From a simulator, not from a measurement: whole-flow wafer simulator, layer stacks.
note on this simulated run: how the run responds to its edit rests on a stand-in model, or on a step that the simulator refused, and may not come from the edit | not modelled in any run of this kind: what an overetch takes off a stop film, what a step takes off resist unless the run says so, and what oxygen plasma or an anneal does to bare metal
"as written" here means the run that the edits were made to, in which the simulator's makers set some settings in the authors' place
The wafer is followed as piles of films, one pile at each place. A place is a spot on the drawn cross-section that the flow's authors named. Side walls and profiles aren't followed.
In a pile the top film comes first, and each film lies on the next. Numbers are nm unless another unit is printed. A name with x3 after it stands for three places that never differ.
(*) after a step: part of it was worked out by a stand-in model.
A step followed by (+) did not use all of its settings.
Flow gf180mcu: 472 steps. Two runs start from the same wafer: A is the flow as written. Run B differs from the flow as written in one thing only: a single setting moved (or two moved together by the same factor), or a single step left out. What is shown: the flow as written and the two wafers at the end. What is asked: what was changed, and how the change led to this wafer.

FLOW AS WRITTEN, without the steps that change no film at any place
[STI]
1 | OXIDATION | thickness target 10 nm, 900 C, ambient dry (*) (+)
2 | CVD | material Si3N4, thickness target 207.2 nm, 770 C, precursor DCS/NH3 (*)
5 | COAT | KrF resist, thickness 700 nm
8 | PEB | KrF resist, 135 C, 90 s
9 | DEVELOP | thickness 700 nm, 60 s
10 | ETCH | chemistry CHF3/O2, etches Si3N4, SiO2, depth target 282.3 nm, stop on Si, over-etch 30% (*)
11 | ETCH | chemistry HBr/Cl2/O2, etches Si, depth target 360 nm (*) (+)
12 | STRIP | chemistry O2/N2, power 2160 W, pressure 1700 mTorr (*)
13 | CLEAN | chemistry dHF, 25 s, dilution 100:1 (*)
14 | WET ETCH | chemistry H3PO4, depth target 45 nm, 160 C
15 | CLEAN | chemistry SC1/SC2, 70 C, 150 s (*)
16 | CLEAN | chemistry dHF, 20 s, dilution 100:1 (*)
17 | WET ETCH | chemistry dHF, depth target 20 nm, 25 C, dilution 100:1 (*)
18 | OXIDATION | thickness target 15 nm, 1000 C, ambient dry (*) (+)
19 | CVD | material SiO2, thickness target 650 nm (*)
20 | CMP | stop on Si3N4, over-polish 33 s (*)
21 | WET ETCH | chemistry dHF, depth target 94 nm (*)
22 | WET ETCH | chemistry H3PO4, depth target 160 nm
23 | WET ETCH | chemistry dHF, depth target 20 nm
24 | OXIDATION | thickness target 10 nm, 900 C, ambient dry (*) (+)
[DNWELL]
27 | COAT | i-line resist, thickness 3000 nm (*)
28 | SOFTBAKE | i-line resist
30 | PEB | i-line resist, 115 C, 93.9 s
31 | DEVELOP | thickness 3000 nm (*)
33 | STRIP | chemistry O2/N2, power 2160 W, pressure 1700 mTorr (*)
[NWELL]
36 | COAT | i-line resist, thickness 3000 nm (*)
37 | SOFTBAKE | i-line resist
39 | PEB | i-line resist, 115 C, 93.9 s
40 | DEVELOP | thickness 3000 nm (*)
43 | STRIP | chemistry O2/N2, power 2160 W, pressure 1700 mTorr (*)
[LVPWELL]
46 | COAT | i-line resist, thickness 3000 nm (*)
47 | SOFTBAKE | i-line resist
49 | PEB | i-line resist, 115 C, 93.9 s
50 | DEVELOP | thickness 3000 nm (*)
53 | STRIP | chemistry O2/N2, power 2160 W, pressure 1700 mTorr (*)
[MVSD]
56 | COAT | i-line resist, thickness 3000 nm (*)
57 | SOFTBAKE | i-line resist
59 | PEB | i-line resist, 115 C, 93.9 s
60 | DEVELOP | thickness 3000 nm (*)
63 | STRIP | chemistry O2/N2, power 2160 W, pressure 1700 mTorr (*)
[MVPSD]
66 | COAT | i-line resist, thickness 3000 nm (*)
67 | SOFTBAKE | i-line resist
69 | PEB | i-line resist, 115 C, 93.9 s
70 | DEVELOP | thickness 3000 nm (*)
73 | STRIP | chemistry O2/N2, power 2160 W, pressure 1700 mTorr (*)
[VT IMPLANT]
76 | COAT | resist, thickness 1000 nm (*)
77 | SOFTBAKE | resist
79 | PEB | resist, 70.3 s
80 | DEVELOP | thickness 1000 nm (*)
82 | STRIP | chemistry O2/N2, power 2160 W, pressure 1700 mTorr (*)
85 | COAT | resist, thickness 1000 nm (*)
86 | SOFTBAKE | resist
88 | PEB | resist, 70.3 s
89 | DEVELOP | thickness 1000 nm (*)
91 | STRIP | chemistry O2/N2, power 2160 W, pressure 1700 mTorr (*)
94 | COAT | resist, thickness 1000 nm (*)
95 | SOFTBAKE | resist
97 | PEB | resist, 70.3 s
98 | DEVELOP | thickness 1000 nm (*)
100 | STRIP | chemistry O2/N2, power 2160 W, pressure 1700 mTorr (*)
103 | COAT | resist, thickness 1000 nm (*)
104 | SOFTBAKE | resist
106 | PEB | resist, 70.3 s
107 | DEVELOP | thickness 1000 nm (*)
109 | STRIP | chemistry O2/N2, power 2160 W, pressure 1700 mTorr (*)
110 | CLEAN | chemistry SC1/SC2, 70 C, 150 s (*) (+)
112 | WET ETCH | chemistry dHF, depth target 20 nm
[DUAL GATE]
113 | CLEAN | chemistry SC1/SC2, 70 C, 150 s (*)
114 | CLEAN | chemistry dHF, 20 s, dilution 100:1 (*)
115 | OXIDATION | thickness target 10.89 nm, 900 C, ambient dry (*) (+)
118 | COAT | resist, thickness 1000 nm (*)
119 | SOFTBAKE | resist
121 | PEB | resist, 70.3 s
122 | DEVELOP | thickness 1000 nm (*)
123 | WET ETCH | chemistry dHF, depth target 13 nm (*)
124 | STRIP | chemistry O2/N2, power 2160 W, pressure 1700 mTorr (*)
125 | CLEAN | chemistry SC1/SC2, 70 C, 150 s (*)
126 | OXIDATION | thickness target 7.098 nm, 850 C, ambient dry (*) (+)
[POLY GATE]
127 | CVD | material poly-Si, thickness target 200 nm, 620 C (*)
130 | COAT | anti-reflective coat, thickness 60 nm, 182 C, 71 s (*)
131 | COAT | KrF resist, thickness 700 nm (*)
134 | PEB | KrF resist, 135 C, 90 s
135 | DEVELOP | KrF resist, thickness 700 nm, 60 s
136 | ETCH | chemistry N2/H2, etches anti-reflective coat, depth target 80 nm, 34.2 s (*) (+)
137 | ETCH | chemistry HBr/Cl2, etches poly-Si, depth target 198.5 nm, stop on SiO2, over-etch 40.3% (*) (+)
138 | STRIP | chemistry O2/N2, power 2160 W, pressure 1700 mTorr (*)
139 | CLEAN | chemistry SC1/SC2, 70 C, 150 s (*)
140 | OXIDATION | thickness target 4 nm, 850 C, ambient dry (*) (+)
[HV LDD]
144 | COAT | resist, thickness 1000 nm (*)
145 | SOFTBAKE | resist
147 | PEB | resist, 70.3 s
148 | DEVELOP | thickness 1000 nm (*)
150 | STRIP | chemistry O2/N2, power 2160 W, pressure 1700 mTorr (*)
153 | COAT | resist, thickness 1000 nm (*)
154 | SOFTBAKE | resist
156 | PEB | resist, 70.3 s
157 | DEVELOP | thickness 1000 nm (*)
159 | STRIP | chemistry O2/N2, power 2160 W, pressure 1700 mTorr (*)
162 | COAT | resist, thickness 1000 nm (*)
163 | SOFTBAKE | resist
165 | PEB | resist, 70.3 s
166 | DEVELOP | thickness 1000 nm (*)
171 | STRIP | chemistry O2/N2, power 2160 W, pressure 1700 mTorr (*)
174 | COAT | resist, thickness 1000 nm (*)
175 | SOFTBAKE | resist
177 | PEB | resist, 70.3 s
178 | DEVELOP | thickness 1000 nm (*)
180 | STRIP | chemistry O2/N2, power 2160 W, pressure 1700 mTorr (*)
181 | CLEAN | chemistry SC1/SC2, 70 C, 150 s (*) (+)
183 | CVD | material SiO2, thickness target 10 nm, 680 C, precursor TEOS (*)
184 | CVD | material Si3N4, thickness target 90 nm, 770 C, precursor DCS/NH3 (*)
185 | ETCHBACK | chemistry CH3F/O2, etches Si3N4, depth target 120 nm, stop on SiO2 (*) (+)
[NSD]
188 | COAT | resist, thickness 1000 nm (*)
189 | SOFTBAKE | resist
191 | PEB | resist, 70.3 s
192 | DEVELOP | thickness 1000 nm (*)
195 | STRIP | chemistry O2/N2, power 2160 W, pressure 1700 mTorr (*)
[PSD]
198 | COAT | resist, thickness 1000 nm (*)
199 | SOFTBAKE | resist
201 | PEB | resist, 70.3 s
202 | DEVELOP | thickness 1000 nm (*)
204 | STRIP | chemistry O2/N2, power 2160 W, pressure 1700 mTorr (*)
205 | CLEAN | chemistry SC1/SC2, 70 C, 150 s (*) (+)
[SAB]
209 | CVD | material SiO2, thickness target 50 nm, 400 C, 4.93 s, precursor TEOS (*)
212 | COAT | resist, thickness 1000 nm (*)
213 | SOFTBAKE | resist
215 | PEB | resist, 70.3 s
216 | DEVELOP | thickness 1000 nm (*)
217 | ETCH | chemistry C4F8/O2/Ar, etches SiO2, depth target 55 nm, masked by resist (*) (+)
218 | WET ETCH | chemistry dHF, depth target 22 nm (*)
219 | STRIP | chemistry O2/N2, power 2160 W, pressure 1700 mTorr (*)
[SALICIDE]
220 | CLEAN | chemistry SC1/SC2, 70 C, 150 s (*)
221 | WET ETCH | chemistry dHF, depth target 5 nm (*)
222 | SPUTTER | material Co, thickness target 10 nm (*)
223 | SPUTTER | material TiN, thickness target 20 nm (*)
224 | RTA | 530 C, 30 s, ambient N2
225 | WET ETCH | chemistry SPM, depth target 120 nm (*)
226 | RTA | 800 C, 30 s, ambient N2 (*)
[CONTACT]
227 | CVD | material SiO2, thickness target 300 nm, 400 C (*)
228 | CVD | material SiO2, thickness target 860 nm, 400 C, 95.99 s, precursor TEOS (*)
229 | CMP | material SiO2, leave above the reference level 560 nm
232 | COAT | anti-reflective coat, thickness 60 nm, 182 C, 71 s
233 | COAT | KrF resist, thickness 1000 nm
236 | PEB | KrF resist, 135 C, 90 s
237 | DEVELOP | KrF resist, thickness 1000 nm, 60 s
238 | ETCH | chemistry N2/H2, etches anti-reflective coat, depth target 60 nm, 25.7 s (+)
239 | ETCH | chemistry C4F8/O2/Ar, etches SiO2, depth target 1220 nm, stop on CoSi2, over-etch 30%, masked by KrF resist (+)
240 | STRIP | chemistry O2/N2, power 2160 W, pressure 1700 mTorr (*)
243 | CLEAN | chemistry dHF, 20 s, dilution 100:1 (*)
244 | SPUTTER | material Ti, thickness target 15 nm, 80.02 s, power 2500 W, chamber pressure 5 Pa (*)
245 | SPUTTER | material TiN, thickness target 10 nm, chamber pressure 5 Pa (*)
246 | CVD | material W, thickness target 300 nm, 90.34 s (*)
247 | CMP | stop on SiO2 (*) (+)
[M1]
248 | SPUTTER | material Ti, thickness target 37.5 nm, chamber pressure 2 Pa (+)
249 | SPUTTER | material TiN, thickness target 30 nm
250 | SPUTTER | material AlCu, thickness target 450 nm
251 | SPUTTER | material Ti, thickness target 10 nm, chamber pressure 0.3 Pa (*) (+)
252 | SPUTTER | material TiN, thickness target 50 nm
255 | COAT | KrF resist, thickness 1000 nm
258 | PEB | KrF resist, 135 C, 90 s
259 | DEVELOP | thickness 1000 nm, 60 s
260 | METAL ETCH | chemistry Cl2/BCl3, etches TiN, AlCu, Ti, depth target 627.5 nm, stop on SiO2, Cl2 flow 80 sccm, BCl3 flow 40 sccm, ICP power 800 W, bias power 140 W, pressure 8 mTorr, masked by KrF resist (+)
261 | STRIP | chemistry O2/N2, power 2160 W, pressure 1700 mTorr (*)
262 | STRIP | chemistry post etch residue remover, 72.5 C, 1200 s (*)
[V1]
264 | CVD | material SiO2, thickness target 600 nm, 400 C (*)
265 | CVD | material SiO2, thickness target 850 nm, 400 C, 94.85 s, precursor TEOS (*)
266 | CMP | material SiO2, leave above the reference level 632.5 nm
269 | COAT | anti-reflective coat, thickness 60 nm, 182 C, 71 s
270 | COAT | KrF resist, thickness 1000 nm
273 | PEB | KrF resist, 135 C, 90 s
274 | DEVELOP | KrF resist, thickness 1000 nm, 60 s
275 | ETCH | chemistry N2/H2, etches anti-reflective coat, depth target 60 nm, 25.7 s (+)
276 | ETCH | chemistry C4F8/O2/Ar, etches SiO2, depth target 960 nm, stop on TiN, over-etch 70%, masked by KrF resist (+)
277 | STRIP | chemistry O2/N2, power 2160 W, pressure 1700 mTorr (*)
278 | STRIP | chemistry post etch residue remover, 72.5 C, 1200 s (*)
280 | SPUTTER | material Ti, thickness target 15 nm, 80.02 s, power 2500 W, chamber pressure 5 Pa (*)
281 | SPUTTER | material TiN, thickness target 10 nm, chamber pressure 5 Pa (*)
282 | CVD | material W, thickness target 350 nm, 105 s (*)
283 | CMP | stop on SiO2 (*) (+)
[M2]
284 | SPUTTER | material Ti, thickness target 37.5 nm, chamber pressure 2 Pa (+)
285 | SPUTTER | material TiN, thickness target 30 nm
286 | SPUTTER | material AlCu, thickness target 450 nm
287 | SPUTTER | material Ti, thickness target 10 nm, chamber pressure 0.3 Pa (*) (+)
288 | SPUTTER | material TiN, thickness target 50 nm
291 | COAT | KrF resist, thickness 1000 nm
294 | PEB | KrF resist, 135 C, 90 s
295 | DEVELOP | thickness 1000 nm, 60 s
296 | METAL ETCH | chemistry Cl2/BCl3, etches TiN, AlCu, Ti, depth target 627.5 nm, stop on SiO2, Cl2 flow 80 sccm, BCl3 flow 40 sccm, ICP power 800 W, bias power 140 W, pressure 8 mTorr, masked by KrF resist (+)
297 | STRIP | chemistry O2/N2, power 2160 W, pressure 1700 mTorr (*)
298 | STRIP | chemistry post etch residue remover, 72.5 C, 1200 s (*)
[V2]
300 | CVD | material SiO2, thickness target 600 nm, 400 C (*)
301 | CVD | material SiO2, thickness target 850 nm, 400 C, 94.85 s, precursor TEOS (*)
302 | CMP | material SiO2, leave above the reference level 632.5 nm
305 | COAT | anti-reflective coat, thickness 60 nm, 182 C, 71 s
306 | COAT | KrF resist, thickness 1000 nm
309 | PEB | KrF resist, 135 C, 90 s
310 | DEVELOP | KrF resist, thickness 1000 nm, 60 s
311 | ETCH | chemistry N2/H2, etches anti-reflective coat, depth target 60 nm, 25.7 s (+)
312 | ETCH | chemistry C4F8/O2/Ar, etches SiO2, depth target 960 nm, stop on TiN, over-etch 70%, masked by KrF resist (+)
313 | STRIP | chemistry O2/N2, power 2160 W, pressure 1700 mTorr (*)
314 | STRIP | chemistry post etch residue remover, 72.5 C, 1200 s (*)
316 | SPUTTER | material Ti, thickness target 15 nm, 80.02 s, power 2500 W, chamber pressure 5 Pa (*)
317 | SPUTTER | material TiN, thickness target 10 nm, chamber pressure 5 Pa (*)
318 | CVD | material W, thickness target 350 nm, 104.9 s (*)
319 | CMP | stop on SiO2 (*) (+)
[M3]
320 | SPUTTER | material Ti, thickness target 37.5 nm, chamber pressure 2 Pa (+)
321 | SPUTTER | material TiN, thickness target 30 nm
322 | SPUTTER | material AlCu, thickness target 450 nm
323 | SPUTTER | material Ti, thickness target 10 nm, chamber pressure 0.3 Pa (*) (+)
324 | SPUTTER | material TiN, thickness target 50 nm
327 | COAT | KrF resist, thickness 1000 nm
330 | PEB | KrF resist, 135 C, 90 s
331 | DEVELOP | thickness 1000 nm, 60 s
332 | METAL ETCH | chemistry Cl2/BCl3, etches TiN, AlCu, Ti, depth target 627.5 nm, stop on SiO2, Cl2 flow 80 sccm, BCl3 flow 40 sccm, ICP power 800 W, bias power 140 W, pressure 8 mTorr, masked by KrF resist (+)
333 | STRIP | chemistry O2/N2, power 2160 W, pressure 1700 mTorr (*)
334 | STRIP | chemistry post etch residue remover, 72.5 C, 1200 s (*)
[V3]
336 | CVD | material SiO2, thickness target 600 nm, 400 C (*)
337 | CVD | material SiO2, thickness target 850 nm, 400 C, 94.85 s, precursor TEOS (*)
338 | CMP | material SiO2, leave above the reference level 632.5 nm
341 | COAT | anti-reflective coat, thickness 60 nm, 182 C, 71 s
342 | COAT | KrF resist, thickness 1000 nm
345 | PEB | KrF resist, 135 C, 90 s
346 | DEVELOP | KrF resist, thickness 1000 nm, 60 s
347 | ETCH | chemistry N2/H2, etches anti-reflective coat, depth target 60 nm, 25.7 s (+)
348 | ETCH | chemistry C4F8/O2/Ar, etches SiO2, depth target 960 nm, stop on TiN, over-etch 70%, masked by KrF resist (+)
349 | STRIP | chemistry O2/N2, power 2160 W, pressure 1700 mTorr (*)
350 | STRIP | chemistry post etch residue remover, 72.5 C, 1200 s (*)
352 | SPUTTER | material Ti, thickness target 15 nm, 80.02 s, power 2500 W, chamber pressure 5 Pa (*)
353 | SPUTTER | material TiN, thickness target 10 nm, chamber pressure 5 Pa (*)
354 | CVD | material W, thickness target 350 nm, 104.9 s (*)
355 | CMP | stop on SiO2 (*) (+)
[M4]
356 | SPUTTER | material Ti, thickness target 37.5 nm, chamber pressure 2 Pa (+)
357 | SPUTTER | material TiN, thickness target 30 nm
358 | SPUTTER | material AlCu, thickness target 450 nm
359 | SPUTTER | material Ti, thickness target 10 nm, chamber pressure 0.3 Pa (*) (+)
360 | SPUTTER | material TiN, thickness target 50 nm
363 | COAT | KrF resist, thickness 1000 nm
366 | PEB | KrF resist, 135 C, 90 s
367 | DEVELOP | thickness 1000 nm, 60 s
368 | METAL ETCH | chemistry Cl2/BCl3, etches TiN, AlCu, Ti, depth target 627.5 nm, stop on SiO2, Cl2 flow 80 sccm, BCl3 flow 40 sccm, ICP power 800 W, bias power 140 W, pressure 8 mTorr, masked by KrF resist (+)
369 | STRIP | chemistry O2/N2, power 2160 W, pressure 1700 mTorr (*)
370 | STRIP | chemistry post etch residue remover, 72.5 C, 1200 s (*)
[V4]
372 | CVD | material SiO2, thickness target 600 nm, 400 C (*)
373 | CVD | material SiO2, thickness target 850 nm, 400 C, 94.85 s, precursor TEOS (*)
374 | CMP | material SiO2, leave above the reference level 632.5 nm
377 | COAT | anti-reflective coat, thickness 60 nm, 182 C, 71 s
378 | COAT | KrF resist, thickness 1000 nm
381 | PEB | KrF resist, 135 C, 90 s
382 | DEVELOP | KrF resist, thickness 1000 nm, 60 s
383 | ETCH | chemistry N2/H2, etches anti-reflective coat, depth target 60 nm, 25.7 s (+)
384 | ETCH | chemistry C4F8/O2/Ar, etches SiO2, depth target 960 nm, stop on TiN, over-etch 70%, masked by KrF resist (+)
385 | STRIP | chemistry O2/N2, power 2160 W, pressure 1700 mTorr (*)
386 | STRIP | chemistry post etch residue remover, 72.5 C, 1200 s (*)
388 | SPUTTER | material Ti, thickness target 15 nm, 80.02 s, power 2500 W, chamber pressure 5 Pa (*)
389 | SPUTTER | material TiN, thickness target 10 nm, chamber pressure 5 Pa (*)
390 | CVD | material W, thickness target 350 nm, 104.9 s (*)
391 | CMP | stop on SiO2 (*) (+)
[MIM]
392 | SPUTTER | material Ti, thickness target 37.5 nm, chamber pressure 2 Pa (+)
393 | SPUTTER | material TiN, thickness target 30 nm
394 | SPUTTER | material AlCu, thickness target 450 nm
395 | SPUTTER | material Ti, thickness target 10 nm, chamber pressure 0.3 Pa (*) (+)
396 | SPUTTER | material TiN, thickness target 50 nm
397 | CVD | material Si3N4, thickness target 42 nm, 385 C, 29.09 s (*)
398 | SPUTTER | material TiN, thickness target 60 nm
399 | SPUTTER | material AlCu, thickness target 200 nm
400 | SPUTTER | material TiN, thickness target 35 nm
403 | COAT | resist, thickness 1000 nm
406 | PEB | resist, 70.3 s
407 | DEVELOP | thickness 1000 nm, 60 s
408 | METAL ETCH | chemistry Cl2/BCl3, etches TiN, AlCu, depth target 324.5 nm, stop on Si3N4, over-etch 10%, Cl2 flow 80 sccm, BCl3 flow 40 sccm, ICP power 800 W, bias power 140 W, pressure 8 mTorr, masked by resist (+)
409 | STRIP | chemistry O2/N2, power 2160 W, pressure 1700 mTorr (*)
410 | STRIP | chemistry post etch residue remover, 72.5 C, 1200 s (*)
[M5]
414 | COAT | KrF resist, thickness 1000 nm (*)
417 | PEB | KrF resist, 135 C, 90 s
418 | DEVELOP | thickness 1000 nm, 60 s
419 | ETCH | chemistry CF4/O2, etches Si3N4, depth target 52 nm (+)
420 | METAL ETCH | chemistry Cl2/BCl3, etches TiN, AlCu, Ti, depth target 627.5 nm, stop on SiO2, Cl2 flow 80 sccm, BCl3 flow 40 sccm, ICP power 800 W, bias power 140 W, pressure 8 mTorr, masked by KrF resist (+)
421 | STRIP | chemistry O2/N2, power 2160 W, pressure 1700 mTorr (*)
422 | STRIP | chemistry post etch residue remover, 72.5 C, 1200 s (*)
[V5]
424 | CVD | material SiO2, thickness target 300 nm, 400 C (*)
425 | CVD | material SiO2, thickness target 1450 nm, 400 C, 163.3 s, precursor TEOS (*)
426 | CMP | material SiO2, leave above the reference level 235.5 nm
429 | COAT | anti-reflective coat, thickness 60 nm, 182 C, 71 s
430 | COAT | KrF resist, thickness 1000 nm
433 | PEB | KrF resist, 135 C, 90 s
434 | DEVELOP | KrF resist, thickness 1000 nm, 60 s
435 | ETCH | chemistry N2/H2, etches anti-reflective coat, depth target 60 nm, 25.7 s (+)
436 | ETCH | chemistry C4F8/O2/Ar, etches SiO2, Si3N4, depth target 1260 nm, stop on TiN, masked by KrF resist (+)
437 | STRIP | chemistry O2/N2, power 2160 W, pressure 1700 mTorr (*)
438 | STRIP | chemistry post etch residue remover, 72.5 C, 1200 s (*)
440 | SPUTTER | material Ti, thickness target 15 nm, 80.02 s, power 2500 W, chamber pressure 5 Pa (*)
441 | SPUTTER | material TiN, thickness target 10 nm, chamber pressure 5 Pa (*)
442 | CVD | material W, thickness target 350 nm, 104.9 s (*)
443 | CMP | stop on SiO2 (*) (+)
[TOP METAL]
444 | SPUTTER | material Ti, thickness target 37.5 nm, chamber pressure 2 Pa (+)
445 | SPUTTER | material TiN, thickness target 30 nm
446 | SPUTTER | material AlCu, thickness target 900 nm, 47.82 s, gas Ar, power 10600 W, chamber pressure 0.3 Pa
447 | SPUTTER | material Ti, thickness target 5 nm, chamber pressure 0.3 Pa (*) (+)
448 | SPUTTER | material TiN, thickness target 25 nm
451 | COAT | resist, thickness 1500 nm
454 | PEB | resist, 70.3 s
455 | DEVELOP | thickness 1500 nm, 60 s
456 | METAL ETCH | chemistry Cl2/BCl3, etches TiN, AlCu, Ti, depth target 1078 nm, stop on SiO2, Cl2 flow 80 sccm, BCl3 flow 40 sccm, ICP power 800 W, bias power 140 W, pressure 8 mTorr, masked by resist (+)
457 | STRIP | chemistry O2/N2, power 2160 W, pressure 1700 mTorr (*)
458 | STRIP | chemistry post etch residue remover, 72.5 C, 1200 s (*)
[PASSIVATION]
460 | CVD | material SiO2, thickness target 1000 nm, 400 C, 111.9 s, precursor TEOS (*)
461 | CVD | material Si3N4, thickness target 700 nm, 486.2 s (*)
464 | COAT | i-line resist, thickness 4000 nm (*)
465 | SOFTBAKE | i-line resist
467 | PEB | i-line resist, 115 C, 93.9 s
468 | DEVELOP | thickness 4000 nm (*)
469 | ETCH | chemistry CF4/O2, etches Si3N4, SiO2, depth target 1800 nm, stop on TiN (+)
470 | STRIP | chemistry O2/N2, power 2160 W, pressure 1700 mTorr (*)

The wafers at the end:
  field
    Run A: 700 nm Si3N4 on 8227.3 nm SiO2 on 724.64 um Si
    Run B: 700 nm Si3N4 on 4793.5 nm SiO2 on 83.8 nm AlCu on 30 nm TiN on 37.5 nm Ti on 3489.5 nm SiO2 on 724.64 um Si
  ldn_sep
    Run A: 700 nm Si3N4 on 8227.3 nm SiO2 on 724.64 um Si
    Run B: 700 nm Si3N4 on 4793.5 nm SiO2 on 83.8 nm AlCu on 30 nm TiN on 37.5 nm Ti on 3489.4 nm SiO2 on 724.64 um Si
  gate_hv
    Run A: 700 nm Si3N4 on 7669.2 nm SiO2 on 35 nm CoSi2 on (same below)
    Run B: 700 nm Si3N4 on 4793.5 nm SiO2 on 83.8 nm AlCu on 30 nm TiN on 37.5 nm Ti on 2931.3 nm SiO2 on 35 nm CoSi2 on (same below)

The reason: step 322, SPUTTER: thickness target 657 nm was run, while the flow as written has thickness target 450 nm.

The path from the change to this, step by step:
  322 | SPUTTER | material AlCu, thickness target 450 nm
      field, field__w1, field__w2 and 108 more: A AlCu gains 450 (new film) | B AlCu gains 657 (new film)
  332 | METAL ETCH | chemistry Cl2/BCl3, etches TiN, AlCu, Ti, depth target 627.5 nm, stop on SiO2, Cl2 flow 80 sccm, BCl3 flow 40 sccm, ICP power 800 W, bias power 140 W, pressure 8 mTorr, masked by KrF resist (+)
      field, field__w1, field__w2 and 103 more: A TiN loses 50 (all of it), Ti loses 10 (all of it), AlCu loses 450 (all of it), TiN loses 30 (all of it), Ti loses 37.5 (all of it) | B TiN loses 50 (all of it), Ti loses 10 (all of it), AlCu loses 567.5
  334 | STRIP | chemistry post etch residue remover, 72.5 C, 1200 s (*)
      field, field__w1, field__w2 and 103 more: A nothing | B AlCu loses 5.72
  336 | CVD | material SiO2, thickness target 600 nm, 400 C (*)
      field, field__w1, field__w2 and 103 more: A SiO2 gains 600 | B SiO2 gains 600 (new film)
  338 | CMP | material SiO2, leave above the reference level 632.5 nm
      field, field__w1, field__w2 and 103 more: A SiO2 loses 300 | B SiO2 loses 244.3
Taking metal films that touch as one body, field has 1 body; the flow as written gives 0 bodies.
Taking metal films that touch as one body, ldn_sep has 1 body; the flow as written gives 0 bodies.
Taking metal films that touch as one body, gate_hv has 2 bodies (between them, from the top down: SiO2 2931.3); the flow as written gives 1 body.
